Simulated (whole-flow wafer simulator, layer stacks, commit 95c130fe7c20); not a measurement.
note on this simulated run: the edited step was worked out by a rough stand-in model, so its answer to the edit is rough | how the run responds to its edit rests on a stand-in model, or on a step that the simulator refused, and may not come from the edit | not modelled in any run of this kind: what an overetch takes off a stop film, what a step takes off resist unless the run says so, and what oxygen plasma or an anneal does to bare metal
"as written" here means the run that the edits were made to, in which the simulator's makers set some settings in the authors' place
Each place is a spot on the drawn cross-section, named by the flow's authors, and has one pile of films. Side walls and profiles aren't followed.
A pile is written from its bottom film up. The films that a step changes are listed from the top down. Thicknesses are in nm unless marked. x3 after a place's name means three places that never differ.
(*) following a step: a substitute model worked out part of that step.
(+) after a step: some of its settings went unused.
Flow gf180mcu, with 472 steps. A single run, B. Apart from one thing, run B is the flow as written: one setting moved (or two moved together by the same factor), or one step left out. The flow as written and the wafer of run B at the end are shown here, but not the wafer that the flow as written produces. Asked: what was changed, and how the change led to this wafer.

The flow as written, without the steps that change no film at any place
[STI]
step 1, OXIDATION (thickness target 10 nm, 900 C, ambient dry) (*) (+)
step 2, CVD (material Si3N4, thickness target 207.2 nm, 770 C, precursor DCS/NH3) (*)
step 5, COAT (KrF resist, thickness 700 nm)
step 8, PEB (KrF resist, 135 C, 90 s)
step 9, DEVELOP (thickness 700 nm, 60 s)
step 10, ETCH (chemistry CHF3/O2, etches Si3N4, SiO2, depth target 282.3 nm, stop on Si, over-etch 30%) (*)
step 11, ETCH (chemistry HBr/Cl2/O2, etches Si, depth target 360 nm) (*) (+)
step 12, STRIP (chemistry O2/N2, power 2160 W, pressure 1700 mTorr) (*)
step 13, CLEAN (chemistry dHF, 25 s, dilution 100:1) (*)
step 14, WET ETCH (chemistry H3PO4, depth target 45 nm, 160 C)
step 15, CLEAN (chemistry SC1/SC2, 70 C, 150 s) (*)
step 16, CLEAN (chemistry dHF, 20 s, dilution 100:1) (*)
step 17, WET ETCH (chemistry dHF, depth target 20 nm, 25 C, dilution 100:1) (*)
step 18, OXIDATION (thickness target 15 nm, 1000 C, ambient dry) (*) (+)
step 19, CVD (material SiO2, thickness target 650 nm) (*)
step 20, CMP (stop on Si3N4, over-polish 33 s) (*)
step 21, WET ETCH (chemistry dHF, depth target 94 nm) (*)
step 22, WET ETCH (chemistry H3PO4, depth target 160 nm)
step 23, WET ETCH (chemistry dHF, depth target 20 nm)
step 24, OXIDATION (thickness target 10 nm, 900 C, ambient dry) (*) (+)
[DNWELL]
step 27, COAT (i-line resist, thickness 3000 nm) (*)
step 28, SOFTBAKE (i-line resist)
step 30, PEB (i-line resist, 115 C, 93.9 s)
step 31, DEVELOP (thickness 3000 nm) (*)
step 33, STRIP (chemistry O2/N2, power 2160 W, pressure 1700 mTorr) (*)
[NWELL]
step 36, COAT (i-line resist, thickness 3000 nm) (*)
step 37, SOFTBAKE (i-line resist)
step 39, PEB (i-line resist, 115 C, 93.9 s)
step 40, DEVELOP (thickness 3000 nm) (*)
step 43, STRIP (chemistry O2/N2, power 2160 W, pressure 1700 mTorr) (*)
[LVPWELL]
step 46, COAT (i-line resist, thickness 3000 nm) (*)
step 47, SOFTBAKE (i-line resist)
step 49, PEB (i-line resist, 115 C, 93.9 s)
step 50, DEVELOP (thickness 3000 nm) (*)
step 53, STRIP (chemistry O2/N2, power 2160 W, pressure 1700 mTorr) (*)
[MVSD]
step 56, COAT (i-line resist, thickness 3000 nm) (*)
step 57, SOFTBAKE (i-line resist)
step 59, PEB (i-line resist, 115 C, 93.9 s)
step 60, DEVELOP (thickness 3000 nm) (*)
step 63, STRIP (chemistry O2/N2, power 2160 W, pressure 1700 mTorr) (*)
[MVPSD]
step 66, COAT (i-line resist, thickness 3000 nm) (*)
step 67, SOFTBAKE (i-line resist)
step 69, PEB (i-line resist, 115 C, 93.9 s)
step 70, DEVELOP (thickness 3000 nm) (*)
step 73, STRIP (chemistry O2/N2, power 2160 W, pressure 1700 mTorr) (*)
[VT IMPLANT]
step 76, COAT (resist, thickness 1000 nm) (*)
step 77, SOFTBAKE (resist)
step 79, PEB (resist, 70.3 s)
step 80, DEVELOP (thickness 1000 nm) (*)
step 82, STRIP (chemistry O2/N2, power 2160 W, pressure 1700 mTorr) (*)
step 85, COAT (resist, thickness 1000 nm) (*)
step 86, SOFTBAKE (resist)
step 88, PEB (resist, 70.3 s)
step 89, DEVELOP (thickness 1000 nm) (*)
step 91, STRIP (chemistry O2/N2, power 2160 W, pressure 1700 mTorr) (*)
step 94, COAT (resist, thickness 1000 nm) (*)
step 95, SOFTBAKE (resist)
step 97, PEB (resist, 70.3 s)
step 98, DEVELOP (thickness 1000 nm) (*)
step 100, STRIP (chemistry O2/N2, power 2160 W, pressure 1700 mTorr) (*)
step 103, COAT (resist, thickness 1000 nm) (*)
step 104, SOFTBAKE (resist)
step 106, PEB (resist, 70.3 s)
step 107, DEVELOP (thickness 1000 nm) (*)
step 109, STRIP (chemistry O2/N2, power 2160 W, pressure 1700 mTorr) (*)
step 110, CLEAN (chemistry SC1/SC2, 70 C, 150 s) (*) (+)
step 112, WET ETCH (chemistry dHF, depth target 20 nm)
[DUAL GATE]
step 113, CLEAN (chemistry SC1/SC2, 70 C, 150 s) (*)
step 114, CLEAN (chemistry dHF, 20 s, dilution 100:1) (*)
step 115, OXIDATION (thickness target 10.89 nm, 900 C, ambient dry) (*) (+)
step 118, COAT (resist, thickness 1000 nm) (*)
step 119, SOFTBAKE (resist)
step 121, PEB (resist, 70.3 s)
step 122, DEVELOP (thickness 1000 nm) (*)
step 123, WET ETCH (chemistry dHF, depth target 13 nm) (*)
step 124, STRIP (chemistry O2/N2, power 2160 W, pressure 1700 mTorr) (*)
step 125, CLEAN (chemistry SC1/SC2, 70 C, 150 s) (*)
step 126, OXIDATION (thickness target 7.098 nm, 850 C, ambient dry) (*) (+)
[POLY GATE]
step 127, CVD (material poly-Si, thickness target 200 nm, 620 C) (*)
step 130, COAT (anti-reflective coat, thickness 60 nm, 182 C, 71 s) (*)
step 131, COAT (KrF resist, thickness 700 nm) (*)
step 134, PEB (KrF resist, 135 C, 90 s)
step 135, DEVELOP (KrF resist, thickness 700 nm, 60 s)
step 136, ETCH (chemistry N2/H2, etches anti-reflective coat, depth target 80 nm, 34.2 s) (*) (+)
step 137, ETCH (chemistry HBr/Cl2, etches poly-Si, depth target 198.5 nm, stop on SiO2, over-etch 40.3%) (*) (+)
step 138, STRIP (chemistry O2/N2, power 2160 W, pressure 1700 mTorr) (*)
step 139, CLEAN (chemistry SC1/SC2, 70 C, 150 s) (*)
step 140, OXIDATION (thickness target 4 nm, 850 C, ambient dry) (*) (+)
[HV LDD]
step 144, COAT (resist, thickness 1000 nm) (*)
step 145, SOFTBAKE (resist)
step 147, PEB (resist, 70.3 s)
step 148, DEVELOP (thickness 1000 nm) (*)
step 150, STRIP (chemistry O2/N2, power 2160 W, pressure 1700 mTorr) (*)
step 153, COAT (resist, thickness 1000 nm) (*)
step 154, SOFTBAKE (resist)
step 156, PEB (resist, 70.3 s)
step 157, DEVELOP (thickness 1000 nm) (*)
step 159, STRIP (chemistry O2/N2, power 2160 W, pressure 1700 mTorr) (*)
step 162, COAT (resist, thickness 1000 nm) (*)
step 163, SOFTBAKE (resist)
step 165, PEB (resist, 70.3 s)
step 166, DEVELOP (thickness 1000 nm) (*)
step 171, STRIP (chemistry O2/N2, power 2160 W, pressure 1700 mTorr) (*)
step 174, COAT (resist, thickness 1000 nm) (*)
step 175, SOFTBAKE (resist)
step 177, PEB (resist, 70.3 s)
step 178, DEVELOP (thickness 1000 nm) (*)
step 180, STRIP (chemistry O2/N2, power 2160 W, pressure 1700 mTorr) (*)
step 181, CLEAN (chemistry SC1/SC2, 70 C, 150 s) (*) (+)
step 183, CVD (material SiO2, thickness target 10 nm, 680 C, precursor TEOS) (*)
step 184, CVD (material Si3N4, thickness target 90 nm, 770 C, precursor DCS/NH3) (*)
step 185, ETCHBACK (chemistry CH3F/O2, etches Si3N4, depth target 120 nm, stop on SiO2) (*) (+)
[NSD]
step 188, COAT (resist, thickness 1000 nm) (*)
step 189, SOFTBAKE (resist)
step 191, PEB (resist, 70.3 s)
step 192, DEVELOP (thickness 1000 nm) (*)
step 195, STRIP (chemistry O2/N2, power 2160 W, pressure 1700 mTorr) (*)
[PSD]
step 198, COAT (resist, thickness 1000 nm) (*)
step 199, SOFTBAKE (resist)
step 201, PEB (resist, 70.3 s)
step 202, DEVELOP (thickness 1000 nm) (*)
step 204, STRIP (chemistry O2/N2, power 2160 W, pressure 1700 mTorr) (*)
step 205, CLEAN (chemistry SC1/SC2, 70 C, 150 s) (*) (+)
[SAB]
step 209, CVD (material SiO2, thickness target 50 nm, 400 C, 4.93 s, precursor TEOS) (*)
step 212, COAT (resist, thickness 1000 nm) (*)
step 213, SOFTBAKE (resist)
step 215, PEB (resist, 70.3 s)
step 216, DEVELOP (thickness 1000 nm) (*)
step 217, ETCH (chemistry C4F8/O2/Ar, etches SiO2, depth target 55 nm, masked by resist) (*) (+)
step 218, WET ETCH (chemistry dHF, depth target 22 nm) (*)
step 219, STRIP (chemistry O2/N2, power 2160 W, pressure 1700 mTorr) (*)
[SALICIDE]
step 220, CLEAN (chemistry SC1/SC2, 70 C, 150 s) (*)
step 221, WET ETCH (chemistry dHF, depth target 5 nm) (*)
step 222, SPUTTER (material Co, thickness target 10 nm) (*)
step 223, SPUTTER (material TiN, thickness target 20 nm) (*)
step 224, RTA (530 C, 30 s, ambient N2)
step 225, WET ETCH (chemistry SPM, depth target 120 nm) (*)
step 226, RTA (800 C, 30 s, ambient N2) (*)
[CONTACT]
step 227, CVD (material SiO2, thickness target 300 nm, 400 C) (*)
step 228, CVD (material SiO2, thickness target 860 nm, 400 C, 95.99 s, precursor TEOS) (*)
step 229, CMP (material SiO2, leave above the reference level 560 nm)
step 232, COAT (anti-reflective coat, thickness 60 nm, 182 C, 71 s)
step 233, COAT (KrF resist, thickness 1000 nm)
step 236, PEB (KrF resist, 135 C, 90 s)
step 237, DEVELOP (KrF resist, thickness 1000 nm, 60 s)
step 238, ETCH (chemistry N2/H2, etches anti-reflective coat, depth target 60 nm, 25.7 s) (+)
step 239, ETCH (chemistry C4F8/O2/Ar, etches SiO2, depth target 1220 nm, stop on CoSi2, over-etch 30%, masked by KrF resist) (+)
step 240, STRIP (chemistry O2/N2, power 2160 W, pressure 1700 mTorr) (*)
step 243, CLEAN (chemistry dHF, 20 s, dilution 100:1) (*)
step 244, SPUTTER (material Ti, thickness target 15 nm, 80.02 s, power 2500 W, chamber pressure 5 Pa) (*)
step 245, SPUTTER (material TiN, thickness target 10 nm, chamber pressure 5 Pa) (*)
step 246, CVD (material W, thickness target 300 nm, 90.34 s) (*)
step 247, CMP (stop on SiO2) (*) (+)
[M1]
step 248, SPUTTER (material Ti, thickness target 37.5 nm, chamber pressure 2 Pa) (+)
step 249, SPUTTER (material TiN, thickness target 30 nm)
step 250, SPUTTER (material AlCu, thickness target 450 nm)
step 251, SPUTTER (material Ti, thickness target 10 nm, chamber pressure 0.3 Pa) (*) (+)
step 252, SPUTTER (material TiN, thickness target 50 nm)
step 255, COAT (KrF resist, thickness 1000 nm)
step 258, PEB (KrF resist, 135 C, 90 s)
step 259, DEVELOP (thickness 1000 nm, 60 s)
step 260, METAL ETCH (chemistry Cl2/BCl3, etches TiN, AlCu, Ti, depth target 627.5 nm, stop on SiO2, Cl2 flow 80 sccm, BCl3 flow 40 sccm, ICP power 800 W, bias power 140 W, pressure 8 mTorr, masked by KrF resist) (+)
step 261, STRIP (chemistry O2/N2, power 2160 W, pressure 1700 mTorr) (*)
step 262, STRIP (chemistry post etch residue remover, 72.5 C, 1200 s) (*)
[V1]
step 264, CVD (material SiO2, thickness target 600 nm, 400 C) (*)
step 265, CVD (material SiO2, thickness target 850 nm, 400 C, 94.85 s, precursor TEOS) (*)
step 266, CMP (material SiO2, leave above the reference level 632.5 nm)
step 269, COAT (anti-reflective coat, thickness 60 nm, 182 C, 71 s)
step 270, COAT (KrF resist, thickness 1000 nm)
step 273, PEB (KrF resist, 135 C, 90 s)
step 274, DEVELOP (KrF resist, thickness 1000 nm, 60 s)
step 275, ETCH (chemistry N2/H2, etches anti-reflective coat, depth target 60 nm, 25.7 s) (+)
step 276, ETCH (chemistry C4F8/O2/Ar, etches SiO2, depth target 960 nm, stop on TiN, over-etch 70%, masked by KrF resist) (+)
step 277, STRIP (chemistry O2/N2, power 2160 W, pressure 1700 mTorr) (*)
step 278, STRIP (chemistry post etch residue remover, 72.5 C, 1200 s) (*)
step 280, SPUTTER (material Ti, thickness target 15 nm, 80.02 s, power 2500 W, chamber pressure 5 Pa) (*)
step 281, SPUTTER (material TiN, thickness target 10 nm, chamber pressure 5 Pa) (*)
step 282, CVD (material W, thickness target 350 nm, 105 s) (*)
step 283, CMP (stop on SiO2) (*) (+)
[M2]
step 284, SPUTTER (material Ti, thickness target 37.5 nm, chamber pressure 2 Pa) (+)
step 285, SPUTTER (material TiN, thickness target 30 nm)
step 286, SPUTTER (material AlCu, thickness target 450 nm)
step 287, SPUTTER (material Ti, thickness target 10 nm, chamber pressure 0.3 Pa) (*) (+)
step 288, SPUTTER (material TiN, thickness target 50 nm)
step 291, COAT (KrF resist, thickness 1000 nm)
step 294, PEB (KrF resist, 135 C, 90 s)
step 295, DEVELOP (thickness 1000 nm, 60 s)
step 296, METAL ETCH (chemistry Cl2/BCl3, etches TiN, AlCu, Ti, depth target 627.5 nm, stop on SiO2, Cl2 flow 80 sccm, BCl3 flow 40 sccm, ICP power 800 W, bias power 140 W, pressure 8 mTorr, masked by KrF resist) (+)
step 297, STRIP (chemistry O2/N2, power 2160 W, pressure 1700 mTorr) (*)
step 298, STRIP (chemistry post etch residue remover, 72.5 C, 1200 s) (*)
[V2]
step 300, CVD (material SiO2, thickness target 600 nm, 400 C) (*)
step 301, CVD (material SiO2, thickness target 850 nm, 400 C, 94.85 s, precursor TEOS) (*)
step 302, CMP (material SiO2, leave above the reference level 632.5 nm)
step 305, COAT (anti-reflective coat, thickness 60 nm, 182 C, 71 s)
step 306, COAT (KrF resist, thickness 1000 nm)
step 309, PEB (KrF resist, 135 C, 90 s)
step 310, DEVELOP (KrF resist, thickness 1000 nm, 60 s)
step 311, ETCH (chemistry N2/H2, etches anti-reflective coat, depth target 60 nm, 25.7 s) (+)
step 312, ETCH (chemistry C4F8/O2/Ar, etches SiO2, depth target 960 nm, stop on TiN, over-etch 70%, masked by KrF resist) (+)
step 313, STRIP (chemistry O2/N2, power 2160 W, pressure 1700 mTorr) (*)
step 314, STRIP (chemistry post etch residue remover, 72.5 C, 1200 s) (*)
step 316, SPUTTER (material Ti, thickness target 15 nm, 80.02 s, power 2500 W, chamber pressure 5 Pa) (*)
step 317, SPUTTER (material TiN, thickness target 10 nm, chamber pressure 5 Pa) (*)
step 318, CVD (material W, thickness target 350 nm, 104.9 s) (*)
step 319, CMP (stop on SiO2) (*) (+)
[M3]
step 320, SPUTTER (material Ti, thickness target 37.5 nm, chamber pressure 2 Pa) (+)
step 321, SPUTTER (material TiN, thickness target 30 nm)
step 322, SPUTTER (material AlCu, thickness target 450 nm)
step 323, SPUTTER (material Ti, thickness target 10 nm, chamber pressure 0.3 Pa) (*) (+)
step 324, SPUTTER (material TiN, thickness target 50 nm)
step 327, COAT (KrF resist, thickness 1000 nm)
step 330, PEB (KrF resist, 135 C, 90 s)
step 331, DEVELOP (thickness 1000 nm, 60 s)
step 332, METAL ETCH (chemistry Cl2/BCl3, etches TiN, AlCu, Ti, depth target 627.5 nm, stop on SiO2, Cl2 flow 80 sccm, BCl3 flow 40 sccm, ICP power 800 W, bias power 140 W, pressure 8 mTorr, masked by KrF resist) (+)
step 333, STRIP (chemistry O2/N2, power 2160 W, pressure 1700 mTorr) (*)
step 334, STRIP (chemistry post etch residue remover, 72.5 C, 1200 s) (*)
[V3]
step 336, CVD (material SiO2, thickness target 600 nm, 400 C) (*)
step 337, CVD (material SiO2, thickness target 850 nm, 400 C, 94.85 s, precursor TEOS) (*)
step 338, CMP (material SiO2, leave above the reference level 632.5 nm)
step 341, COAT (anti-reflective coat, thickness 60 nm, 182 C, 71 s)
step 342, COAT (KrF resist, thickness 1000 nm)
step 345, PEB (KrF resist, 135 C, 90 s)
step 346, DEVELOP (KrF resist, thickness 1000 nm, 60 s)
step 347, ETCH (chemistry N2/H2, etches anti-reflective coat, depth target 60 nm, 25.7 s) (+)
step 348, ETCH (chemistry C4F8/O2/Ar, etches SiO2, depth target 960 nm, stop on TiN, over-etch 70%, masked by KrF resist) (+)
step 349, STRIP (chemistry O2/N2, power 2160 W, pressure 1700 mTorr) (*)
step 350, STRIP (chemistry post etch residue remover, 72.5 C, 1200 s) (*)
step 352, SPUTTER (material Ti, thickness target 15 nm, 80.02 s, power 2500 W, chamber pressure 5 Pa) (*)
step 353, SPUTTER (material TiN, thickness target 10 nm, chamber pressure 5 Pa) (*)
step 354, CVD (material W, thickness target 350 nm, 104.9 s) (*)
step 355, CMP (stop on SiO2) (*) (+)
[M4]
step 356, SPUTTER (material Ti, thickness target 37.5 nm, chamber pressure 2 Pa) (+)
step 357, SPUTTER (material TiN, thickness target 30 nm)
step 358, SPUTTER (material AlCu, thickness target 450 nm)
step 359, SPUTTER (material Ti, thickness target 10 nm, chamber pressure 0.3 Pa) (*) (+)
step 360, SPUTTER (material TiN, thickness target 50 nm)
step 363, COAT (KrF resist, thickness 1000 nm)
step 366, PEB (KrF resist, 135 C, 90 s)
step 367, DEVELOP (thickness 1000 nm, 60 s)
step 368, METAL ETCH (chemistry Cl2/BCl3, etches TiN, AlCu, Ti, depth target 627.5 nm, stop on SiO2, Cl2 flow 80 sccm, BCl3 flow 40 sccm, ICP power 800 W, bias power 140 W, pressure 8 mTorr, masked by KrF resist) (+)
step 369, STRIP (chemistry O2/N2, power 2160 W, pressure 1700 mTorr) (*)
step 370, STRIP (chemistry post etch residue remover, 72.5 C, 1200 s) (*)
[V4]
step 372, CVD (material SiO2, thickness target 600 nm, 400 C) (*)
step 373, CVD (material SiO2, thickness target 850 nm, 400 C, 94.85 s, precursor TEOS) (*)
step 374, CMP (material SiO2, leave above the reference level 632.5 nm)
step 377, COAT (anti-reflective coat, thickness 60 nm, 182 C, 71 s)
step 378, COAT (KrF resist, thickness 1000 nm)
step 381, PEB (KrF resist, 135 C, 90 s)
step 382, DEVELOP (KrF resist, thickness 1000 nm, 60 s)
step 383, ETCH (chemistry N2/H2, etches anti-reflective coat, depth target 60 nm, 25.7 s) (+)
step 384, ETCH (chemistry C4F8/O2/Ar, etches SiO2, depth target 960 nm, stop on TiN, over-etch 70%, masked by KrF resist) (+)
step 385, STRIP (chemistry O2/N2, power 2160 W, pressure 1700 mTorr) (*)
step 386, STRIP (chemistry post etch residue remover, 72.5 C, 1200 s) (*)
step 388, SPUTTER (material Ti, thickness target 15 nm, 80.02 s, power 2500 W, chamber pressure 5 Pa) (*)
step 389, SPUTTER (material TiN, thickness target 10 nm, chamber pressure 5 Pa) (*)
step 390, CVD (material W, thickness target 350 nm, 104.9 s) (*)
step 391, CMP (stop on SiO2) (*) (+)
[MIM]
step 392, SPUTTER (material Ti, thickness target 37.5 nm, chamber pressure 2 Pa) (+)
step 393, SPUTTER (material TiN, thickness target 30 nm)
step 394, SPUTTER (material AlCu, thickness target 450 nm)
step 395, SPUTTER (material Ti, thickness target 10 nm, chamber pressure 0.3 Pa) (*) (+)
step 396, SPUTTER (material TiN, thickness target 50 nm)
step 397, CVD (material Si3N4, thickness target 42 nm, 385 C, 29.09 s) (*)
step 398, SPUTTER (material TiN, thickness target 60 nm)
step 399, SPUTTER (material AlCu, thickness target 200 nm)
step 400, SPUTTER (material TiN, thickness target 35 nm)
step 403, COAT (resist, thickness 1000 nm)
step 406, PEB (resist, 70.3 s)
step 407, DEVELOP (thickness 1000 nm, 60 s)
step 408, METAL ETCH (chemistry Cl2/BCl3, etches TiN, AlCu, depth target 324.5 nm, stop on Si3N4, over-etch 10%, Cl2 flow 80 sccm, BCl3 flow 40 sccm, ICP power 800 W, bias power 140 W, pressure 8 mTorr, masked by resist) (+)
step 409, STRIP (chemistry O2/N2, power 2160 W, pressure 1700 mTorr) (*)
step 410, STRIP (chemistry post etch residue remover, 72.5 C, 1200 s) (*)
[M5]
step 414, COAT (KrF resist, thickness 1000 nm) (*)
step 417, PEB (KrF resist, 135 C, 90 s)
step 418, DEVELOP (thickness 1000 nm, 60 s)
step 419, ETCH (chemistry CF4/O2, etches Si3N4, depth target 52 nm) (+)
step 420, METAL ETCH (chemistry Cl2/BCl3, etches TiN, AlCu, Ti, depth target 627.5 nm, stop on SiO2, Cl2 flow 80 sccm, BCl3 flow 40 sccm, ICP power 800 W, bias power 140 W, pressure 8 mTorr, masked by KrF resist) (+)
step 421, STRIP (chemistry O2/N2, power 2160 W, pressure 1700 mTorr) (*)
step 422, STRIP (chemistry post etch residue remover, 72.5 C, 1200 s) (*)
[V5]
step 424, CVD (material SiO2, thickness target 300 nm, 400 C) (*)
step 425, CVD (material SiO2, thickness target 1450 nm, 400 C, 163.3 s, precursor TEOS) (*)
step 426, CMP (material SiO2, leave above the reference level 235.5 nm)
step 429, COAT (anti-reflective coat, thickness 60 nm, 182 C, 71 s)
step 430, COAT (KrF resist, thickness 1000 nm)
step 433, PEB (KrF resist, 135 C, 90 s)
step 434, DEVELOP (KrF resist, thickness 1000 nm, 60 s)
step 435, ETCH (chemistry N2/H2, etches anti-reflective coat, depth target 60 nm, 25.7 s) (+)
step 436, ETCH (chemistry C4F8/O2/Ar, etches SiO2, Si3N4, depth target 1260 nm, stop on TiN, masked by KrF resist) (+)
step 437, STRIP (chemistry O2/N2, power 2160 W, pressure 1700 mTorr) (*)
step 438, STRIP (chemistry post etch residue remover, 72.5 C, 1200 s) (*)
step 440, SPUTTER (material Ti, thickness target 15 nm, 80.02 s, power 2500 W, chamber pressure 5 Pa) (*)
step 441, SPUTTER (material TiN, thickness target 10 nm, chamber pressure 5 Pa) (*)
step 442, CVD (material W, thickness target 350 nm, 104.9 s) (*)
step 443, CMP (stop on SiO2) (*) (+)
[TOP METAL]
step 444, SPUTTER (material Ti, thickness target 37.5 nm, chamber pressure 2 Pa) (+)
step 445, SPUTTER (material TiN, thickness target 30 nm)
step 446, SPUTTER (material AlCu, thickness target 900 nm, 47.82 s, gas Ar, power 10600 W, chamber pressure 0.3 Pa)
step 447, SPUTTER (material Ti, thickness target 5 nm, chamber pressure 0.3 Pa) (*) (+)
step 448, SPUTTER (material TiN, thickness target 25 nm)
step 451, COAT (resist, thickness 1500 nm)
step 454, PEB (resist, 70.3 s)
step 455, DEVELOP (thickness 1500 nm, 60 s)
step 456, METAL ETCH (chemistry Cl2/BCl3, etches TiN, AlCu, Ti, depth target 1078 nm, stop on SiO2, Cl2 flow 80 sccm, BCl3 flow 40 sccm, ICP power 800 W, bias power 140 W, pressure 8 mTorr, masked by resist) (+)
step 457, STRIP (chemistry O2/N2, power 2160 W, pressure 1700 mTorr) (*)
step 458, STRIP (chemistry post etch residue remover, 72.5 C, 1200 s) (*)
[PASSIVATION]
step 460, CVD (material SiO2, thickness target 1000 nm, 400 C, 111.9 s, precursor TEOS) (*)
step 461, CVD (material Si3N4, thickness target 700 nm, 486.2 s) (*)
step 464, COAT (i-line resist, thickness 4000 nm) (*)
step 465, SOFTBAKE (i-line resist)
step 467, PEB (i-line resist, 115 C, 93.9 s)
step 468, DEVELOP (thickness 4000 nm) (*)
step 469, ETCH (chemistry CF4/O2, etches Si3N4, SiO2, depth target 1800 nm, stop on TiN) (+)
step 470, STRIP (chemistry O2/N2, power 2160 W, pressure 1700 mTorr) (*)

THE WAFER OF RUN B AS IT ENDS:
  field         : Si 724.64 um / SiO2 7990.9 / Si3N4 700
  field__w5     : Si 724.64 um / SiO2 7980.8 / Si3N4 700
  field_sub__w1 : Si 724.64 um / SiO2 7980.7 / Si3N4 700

What caused this: step 425, CVD: thickness target 906 nm was run, whereas the flow has thickness target 1450 nm; step 425, CVD: 102.1 s was run, where the flow has 163.3 s.

Step by step, how the change led to this:
  step 425, CVD (material SiO2, thickness target 1450 nm, 400 C, 163.3 s, precursor TEOS) (*)
      field, field__w1, field__w4 and 100 more: +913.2 SiO2 (it would be, as written: +1450 SiO2)
      field__w2, field__w3, field__w12 and 6 more: +896 SiO2 (it would be, as written: +1421.8 SiO2)
  step 426, CMP (material SiO2, leave above the reference level 235.5 nm)
      field, field__w1, field__w5 and 92 more: nothing (it would be, as written: -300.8 SiO2)
      field__w2, field__w3, field__w12 and 6 more: nothing (it would be, as written: -272.7 SiO2)
      (and at 8 other places as well)
  step 429, COAT (anti-reflective coat, thickness 60 nm, 182 C, 71 s)
      field__w12, p_well, sti, spacer, sd_n, pad, dice_street: +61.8 anti-reflective coat (new film) (it would be, as written: +60 anti-reflective coat (new film))
      active_hv, m1_nw: +34.9 anti-reflective coat (new film) (it would be, as written: +60 anti-reflective coat (new film))
      (and at 43 other places as well)
  step 430, COAT (KrF resist, thickness 1000 nm)
      contact, m1_nw: +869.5 KrF resist (new film) (it would be, as written: +1000 KrF resist (new film))
      field: +949 KrF resist (new film) (it would be, as written: +1000 KrF resist (new film))
      (and at 25 other places as well)
  step 433, PEB (KrF resist, 135 C, 90 s)
      contact, m1_nw: -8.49 KrF resist (it would be, as written: -10.5 KrF resist)
      polyc_n, polyc_p: -12.9 KrF resist (it would be, as written: -10.5 KrF resist)
      (and at 14 other places as well)
  step 434, DEVELOP (KrF resist, thickness 1000 nm, 60 s)
      contact: -861 KrF resist (all of it) (it would be, as written: -989.5 KrF resist (all of it))
  step 435, ETCH (chemistry N2/H2, etches anti-reflective coat, depth target 60 nm, 25.7 s) (+)
      contact: -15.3 anti-reflective coat (all of it), -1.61 SiO2 (it would be, as written: -60 anti-reflective coat (all of it), -0.46 SiO2)
  step 437, STRIP (chemistry O2/N2, power 2160 W, pressure 1700 mTorr) (*)
      p_well, sti, spacer, sd_n, pad, dice_street: -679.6 KrF resist (all of it), -61.8 anti-reflective coat (all of it) (it would be, as written: -679.2 KrF resist (all of it), -60 anti-reflective coat (all of it))
      field: -629 KrF resist (all of it), -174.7 anti-reflective coat (all of it) (it would be, as written: -679.2 KrF resist (all of it), -60 anti-reflective coat (all of it))
      (and at 45 other places as well)
  step 440, SPUTTER (material Ti, thickness target 15 nm, 80.02 s, power 2500 W, chamber pressure 5 Pa) (*)
      field__w2: +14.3 Ti (new film) (it would be, as written: +15 Ti (new film))
      contact: +9.31 Ti (new film) (it would be, as written: +8.12 Ti (new film))
  step 441, SPUTTER (material TiN, thickness target 10 nm, chamber pressure 5 Pa) (*)
      field__w2: +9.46 TiN (new film) (it would be, as written: +10 TiN (new film))
      contact: +6.18 TiN (new film) (it would be, as written: +5.38 TiN (new film))
  step 442, CVD (material W, thickness target 350 nm, 104.9 s) (*)
      contact: +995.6 W (new film) (it would be, as written: +1233.6 W (new film))
  step 443, CMP (stop on SiO2) (*) (+)
      field__w3, field__w12, npoly_sal, ppoly_sal, gate_hv5, gate_p_hv5, sti_nw: -350 W (all of it), -10 TiN (all of it), -2 Ti (it would be, as written: -350 W (all of it), -10 TiN (all of it), -15 Ti (all of it), -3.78 SiO2)
      field__w2: -350.7 W (all of it), -9.46 TiN (all of it), -1.25 Ti (it would be, as written: -350 W (all of it), -10 TiN (all of it), -15 Ti (all of it), -3.78 SiO2)
      (and at 8 other places as well)
  step 444, SPUTTER (material Ti, thickness target 37.5 nm, chamber pressure 2 Pa) (+)
      field__w2, field__w3, field__w12 and 6 more: +37.5 Ti (it would be, as written: +37.5 Ti (new film))
  step 445, SPUTTER (material TiN, thickness target 30 nm)
      field__w2, field__w3, field__w12 and 6 more: +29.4 TiN (new film) (it would be, as written: +30 TiN (new film))
  step 451, COAT (resist, thickness 1500 nm)
      field: +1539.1 resist (new film) (it would be, as written: +1500 resist (new film))
      field__w8: +1303.8 resist (new film) (it would be, as written: +1500 resist (new film))
      (and at 7 other places as well)
  step 452, SOFTBAKE (resist)
      field, mim: -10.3 resist (it would be, as written: nothing)
      field__w1: +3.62 resist (it would be, as written: nothing)
      (and at 41 other places as well)
  ... another 7 steps ...
  step 470, STRIP (chemistry O2/N2, power 2160 W, pressure 1700 mTorr) (*)
      field__w8, m1__w1: -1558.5 i-line resist (all of it) (it would be, as written: -1775.9 i-line resist (all of it))
      m1: -1570.3 i-line resist (all of it) (it would be, as written: -1798.9 i-line resist (all of it))
      (and at 3 other places as well)
